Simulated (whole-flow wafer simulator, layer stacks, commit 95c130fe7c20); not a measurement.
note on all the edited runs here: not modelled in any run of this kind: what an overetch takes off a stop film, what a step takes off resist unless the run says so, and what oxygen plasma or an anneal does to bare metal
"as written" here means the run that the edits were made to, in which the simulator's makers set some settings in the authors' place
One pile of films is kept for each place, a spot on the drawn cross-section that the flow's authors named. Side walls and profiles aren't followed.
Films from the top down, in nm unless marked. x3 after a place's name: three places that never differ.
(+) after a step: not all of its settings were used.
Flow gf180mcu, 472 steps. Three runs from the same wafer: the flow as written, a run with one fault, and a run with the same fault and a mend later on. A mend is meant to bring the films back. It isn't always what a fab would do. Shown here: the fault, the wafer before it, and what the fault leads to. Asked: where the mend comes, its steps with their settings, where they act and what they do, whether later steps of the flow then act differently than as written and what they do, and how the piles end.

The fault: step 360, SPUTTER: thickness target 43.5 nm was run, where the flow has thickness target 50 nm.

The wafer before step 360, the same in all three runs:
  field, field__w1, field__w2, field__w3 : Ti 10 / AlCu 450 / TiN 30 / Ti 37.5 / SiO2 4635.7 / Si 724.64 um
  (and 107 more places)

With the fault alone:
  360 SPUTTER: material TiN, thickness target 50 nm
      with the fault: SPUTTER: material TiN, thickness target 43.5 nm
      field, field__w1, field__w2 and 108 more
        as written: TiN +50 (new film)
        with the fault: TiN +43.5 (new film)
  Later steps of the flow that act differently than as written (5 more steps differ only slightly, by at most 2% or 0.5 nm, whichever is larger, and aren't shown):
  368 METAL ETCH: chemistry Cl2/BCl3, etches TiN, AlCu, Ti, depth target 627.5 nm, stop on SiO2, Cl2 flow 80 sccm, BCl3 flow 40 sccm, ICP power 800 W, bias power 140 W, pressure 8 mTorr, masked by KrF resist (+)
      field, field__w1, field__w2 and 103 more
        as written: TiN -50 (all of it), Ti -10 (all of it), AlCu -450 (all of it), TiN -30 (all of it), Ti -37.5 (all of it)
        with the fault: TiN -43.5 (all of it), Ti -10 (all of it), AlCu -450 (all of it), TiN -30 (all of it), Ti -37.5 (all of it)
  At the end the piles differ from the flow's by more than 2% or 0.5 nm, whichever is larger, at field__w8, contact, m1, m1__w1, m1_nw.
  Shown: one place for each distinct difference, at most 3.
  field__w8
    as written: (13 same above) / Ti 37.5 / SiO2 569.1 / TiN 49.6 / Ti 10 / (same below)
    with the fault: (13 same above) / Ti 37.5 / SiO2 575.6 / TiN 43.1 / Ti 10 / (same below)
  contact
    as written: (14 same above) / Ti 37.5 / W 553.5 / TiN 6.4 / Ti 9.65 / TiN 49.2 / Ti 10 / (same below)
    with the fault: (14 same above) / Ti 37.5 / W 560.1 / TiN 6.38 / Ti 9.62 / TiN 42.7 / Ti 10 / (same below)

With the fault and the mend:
  The mend comes after step 360.
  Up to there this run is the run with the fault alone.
  360a SPUTTER: material TiN, thickness target 6.5 nm (the flow's step 360 once more, with other settings)
      field, field__w1, field__w2 and 108 more
        TiN +6.5
  No later step of the flow acts differently than as written at any place that is followed.
  At the end the piles are the same as the flow's at every place that both follow.
